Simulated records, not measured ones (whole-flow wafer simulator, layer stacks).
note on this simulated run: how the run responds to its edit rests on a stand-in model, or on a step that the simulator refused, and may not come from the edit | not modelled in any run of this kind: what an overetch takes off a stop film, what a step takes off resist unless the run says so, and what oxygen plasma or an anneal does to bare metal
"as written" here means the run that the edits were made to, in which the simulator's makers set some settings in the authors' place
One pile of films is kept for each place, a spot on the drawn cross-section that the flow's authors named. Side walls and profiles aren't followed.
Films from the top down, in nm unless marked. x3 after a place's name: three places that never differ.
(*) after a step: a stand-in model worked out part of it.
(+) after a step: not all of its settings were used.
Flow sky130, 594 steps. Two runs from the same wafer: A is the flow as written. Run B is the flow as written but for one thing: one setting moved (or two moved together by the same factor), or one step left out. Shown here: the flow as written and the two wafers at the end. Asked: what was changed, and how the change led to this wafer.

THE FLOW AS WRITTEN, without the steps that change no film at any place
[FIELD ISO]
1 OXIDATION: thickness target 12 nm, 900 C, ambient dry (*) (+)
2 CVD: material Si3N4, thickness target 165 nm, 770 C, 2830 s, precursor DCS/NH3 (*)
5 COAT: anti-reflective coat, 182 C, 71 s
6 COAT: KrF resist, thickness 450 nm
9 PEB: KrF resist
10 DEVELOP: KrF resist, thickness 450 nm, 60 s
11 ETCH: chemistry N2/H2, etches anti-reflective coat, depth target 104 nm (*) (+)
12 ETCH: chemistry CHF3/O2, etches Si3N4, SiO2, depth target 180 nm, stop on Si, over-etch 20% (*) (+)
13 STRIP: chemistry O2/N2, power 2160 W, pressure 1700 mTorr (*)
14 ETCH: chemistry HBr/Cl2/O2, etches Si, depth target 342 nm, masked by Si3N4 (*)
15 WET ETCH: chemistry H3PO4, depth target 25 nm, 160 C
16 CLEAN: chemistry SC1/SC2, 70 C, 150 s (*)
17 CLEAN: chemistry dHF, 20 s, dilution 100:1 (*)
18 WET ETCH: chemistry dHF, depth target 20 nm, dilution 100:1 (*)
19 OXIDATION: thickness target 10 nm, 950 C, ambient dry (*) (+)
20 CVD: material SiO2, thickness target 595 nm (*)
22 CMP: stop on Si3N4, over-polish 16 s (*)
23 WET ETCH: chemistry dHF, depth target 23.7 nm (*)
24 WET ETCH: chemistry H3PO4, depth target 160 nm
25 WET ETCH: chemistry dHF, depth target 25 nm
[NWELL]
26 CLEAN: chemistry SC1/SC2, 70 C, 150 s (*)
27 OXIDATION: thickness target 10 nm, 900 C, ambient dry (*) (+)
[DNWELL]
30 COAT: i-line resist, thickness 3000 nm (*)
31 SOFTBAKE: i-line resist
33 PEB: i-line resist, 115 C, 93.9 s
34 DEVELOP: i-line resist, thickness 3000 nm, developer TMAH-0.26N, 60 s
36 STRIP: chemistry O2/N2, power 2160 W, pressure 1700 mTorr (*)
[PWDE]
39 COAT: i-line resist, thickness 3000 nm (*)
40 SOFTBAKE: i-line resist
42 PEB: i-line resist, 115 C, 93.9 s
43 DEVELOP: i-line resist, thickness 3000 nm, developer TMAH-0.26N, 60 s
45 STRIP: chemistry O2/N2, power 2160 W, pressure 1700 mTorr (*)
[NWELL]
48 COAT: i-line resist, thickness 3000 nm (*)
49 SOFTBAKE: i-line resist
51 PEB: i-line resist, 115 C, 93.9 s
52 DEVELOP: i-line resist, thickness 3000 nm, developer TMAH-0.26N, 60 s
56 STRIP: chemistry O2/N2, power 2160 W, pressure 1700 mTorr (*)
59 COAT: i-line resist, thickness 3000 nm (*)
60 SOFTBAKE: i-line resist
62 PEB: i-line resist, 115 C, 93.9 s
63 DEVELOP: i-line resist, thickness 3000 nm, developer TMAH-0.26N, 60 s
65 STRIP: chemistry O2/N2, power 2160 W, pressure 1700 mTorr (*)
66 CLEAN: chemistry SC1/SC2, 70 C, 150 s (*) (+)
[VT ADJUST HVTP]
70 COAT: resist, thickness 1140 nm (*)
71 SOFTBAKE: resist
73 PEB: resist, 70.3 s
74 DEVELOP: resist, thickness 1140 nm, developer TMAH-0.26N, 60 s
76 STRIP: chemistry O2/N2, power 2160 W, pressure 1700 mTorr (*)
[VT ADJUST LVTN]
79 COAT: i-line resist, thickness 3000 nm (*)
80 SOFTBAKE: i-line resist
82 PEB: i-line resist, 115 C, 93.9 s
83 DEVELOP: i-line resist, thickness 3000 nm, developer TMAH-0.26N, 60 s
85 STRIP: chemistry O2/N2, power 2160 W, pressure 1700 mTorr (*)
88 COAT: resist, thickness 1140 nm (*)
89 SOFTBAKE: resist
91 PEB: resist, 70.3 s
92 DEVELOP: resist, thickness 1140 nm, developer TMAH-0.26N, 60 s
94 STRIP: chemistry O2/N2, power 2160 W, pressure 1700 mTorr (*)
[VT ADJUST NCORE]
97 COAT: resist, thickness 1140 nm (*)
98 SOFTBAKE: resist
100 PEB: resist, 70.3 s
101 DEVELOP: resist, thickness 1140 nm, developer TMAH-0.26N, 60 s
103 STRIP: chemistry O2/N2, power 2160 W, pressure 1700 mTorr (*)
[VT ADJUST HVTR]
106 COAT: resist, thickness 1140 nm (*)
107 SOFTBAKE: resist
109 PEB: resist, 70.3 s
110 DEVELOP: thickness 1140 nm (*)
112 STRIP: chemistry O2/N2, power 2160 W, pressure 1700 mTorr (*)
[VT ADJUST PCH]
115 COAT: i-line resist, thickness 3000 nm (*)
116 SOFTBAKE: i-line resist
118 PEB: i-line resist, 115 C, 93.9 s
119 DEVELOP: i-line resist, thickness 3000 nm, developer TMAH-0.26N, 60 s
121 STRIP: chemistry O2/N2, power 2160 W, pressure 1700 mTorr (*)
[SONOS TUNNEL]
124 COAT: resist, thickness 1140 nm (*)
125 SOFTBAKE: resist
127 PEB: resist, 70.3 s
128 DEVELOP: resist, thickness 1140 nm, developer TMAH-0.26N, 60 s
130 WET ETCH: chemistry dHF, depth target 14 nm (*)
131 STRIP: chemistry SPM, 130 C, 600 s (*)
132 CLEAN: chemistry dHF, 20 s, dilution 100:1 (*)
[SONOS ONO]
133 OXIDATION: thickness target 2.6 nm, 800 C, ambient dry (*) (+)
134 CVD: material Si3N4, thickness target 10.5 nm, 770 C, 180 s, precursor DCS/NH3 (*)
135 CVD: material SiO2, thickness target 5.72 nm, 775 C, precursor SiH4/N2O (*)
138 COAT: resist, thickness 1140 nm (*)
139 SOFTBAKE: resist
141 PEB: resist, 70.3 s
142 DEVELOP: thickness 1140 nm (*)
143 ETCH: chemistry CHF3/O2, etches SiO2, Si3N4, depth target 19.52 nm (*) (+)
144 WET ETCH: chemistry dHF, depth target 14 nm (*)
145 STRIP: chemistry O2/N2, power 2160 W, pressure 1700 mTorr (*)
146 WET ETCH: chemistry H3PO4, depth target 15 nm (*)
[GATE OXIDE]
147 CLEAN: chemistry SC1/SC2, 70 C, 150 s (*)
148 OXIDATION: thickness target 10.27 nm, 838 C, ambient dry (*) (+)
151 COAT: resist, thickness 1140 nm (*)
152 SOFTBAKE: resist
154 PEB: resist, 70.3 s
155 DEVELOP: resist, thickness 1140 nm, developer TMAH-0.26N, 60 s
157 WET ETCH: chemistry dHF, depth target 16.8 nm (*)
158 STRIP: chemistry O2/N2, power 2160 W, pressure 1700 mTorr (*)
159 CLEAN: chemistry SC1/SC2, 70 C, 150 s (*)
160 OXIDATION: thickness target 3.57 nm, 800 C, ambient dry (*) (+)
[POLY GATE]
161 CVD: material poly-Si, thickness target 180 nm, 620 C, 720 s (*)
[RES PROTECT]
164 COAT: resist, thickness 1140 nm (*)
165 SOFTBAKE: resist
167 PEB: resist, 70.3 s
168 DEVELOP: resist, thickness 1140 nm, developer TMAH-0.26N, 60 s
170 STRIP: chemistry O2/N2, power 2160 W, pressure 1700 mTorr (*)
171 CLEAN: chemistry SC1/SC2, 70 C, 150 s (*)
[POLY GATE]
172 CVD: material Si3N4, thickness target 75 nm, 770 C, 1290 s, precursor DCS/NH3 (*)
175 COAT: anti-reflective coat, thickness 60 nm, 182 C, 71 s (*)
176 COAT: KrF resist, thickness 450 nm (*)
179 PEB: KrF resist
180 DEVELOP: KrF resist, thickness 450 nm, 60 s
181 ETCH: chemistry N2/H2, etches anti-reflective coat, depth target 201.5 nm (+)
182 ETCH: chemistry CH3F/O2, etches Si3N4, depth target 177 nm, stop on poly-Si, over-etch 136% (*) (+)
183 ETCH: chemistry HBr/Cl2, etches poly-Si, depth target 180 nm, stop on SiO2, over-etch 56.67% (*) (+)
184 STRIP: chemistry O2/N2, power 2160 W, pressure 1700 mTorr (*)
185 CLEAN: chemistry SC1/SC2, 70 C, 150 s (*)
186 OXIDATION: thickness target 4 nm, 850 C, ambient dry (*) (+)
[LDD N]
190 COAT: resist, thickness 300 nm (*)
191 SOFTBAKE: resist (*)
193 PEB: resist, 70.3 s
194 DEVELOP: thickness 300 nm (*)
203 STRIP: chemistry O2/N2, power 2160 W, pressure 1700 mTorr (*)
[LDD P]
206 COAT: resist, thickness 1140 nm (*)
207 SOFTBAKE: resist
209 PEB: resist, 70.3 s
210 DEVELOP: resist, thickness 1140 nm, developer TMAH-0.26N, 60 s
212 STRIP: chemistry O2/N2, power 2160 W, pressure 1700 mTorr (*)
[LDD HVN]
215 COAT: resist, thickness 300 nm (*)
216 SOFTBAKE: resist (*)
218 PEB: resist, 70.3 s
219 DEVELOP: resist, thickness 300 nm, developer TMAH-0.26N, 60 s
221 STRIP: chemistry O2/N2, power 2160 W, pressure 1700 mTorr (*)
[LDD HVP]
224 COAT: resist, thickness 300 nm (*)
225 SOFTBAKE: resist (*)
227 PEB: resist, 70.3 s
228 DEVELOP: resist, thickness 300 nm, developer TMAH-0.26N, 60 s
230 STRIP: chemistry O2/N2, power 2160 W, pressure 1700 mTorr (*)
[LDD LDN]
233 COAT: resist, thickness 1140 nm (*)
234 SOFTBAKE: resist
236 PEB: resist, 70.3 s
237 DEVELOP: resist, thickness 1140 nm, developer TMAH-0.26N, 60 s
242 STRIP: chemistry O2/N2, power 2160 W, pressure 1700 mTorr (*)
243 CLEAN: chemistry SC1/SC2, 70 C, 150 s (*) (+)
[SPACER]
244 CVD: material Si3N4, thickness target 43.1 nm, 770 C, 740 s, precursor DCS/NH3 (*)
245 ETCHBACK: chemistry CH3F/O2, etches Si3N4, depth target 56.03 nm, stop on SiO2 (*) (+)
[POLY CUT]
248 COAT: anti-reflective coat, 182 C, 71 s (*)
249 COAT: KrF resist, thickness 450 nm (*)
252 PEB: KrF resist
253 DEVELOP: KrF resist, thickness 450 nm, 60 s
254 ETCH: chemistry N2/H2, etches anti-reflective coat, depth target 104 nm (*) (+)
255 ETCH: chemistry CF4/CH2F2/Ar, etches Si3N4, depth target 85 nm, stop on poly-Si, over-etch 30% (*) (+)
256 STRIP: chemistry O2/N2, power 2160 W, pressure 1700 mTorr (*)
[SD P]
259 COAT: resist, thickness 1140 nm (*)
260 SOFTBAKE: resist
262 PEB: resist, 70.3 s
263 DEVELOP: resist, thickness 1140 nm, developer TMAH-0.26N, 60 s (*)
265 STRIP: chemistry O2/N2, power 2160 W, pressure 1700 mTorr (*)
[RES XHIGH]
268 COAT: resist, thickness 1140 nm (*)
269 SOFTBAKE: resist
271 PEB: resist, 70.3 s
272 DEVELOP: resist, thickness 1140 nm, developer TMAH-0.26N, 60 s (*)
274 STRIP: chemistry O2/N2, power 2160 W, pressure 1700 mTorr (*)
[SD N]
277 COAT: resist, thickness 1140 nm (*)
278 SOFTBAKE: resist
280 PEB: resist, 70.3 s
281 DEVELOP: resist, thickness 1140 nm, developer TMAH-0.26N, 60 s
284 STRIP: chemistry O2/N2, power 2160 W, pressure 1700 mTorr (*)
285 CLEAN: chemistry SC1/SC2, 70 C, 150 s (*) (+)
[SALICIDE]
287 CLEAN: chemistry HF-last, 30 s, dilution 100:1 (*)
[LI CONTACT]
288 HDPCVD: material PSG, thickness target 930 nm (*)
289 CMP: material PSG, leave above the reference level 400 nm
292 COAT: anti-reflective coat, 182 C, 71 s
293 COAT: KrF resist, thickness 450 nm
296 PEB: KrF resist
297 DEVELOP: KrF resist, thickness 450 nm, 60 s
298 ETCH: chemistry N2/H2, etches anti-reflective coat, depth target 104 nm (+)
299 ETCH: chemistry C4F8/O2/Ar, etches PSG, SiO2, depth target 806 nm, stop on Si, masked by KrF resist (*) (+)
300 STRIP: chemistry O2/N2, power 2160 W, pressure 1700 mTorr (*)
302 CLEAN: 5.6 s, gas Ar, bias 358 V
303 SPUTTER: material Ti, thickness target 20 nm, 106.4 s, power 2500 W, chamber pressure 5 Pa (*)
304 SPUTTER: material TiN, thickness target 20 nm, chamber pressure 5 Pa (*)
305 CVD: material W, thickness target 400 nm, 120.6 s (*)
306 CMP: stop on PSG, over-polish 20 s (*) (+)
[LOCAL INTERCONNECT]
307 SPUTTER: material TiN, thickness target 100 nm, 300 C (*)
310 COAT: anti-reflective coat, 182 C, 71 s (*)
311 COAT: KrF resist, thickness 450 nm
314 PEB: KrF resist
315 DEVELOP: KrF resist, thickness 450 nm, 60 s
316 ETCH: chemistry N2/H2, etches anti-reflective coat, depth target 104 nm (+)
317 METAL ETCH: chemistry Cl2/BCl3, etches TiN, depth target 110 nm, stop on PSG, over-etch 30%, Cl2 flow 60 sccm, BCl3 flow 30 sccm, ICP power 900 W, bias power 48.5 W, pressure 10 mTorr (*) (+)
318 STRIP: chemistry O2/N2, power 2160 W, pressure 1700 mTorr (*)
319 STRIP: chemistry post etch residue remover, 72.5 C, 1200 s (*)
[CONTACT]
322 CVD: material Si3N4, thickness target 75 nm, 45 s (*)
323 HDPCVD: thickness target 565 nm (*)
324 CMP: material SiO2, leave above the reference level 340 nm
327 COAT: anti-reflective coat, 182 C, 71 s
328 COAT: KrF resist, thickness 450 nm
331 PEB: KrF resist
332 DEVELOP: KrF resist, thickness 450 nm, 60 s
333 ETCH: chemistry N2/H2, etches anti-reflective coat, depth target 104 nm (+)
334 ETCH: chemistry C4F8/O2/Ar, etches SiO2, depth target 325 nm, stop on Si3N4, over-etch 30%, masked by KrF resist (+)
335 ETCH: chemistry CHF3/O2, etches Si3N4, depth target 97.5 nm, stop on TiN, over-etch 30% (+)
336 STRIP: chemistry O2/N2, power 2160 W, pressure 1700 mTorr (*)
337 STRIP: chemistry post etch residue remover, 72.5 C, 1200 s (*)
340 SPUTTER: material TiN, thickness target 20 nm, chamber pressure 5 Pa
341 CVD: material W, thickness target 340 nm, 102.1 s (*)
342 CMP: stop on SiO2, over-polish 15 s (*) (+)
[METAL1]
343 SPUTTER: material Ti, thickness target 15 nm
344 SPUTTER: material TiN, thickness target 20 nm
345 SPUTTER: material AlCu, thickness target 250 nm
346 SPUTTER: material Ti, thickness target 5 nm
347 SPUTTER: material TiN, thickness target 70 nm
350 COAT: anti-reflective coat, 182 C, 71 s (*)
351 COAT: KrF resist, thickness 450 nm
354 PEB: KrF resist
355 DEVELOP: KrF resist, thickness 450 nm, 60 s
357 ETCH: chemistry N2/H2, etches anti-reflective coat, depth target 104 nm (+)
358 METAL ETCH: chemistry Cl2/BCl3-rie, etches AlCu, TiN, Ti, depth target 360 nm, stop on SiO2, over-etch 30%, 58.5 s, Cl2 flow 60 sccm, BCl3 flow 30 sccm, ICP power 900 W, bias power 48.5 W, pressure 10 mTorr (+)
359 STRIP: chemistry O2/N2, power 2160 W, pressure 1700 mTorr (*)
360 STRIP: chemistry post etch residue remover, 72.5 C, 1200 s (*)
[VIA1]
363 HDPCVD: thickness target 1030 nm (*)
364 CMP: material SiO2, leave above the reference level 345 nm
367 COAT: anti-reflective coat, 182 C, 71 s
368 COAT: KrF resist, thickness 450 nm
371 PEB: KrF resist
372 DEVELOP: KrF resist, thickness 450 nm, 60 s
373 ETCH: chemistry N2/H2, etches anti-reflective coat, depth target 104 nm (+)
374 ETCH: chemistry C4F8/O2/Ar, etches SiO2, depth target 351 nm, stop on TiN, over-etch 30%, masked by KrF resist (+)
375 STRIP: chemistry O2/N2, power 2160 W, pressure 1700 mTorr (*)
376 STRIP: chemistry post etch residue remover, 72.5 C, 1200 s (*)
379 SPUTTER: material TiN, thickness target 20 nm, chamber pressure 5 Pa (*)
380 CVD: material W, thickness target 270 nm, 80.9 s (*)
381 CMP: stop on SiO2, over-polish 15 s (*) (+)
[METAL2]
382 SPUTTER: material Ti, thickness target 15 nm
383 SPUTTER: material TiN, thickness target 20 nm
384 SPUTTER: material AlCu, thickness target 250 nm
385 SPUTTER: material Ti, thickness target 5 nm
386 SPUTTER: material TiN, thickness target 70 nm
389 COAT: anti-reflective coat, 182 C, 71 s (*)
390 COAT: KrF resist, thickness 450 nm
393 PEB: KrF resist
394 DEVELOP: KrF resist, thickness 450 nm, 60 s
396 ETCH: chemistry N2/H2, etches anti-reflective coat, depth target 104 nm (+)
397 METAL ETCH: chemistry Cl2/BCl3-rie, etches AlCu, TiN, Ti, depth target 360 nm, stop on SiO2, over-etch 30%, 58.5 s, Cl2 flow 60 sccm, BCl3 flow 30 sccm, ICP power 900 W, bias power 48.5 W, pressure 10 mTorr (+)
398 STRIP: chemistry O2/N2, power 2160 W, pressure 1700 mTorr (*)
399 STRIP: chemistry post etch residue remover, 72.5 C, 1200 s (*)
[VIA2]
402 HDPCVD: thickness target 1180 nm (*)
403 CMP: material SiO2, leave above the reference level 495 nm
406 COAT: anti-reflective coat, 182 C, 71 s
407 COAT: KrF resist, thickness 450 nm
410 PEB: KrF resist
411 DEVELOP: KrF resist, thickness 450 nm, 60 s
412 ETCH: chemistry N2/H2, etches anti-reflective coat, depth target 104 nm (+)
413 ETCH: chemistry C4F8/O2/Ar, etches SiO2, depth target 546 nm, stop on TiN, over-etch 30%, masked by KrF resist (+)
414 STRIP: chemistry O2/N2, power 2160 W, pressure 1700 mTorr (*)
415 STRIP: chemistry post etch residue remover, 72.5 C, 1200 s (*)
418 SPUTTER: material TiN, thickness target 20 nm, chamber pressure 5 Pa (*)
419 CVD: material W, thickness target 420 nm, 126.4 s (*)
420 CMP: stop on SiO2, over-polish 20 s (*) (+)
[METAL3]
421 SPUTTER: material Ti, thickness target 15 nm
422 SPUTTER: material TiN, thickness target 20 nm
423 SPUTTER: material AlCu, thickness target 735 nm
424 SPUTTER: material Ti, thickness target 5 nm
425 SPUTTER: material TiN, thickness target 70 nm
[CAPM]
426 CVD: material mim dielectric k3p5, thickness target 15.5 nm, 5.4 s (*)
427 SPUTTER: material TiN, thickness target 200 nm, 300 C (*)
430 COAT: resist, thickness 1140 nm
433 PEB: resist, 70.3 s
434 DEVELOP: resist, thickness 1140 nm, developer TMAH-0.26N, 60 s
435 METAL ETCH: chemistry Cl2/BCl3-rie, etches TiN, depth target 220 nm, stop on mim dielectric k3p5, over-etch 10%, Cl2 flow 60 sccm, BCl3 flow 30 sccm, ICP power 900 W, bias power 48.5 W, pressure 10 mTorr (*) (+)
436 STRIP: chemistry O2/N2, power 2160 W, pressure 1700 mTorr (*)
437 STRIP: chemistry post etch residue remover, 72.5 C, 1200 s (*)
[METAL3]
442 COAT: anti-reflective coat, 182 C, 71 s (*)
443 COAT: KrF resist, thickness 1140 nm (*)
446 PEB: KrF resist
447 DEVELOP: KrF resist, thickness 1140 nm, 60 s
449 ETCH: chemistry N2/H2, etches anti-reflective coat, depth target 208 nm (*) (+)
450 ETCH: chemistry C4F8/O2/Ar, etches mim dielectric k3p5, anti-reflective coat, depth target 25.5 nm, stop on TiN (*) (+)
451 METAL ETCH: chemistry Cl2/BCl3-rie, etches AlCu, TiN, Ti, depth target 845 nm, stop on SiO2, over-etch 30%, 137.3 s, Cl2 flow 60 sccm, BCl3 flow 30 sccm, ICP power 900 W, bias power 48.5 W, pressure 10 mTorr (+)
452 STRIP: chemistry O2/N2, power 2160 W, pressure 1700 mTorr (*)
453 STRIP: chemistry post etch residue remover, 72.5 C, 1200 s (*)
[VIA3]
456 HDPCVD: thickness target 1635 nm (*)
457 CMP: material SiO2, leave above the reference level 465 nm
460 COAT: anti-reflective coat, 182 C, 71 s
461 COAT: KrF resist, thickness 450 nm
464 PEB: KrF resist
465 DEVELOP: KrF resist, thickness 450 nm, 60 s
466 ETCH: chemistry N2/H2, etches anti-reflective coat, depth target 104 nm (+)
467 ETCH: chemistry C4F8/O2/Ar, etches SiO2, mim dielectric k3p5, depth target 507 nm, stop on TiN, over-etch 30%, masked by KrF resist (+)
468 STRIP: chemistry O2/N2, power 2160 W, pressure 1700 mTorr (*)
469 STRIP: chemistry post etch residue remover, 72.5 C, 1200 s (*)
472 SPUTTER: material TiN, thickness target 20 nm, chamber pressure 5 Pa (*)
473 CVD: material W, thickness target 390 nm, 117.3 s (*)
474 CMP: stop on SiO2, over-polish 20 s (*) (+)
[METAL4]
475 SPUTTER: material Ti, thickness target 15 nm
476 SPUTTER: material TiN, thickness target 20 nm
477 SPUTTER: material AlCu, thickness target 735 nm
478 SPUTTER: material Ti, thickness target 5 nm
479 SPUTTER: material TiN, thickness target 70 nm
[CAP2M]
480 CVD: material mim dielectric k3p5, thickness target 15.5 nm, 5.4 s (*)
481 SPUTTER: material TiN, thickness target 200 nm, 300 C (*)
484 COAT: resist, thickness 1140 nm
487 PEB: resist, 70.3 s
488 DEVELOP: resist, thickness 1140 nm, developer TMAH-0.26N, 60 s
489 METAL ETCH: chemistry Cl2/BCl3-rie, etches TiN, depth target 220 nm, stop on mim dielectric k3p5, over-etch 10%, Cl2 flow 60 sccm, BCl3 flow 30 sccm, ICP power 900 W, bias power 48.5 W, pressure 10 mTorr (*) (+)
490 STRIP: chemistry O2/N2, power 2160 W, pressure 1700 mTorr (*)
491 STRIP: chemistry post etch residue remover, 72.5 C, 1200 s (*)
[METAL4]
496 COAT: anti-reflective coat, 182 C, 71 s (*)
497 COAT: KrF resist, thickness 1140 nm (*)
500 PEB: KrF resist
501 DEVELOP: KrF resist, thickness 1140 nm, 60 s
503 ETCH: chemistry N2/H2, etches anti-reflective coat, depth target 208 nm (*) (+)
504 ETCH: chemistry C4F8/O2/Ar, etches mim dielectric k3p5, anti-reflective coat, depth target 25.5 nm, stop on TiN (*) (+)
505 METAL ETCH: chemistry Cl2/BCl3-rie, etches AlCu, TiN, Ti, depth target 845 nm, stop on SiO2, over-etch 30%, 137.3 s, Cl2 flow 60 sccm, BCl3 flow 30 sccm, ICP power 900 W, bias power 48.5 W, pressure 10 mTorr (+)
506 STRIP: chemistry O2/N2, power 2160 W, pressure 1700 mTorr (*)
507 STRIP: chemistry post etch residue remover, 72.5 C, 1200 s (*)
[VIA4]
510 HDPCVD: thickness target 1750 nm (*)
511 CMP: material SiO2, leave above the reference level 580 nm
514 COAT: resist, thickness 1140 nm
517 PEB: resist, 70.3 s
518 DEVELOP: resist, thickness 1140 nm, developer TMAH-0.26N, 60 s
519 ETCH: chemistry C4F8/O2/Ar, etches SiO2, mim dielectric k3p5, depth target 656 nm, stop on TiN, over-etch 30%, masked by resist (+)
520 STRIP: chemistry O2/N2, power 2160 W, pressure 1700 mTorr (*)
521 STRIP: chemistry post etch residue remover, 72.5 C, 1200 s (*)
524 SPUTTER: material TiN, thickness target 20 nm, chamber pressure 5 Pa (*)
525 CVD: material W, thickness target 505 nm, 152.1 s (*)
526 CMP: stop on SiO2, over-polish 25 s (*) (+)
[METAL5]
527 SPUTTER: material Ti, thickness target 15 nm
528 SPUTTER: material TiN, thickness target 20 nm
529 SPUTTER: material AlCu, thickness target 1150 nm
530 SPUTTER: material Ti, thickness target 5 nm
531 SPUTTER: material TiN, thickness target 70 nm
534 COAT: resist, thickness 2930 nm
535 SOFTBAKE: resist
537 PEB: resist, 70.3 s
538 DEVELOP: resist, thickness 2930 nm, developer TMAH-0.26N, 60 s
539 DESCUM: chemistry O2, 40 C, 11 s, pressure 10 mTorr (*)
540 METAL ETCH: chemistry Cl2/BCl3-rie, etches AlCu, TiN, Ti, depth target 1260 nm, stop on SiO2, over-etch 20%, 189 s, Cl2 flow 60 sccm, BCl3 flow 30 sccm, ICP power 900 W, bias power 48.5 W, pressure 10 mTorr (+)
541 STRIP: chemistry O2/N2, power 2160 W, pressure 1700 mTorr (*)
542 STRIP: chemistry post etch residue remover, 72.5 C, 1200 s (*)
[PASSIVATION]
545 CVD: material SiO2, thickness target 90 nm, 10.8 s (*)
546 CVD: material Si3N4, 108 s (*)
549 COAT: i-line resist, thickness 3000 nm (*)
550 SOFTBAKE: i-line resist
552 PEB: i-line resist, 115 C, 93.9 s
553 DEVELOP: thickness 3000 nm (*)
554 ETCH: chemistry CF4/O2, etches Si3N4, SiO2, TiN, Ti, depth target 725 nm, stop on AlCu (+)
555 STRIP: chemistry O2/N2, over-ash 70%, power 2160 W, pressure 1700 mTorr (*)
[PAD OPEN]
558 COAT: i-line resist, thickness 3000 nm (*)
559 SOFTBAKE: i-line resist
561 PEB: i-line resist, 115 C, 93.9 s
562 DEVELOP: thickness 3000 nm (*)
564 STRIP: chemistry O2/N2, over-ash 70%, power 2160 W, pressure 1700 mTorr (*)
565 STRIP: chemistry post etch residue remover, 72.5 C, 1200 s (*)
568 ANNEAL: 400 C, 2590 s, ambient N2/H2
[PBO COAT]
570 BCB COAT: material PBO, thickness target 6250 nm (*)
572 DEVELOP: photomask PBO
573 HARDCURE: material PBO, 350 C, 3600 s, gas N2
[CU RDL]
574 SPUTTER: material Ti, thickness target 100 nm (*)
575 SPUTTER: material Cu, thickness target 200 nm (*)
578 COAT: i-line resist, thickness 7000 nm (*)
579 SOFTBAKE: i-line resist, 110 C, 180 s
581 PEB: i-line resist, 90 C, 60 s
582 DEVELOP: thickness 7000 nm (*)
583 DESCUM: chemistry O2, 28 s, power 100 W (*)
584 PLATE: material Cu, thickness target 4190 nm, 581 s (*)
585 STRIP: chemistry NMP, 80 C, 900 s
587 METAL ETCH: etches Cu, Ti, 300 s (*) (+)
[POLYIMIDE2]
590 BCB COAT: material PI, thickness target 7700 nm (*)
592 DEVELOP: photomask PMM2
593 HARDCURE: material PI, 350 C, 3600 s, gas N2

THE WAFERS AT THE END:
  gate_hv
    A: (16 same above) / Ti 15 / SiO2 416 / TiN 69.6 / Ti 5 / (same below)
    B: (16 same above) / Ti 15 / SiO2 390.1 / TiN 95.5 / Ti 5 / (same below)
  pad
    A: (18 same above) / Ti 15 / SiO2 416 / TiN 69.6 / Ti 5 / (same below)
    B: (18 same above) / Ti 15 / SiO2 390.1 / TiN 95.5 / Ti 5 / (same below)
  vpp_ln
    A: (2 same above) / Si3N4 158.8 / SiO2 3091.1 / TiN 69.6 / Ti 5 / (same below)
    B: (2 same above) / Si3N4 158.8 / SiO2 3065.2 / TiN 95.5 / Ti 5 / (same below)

The cause: step 386, SPUTTER: thickness target 95.9 nm was run, where the flow has thickness target 70 nm.

How the change led to this, step by step:
  386 SPUTTER: material TiN, thickness target 70 nm
      field, active, n_well and 188 more: A TiN +70 (new film) | B TiN +95.9 (new film)
  397 METAL ETCH: chemistry Cl2/BCl3-rie, etches AlCu, TiN, Ti, depth target 360 nm, stop on SiO2, over-etch 30%, 58.5 s, Cl2 flow 60 sccm, BCl3 flow 30 sccm, ICP power 900 W, bias power 48.5 W, pressure 10 mTorr (+)
      field, active, gate and 82 more: A TiN -68.7 (all of it), Ti -5 (all of it), AlCu -250 (all of it), TiN -20 (all of it), Ti -15 (all of it), SiO2 -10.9 | B TiN -94.6 (all of it), Ti -5 (all of it), AlCu -250 (all of it), TiN -20 (all of it), Ti -15 (all of it), SiO2 -8.34
  403 CMP: material SiO2, leave above the reference level 495 nm
      n_well, p_well, gate_hv and 101 more: A SiO2 -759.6 | B SiO2 -785.5
      m1, via1_hole: A SiO2 -759.1 | B SiO2 -785
  413 ETCH: chemistry C4F8/O2/Ar, etches SiO2, depth target 546 nm, stop on TiN, over-etch 30%, masked by KrF resist (+)
      field, active, n_well and 186 more: A KrF resist -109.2 | B KrF resist -102.5
      m1: A SiO2 -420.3 (all of it) | B SiO2 -394.4 (all of it)
      (and at 1 more place)
  414 STRIP: chemistry O2/N2, power 2160 W, pressure 1700 mTorr (*)
      field, active, n_well and 186 more: A KrF resist -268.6 (all of it), anti-reflective coat -80 (all of it) | B KrF resist -275.3 (all of it), anti-reflective coat -80 (all of it)
  419 CVD: material W, thickness target 420 nm, 126.4 s (*)
      m1: A W +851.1 (new film) | B W +824.9 (new film)
      via2_hole: A W +850.7 (new film) | B W +824.4 (new film)
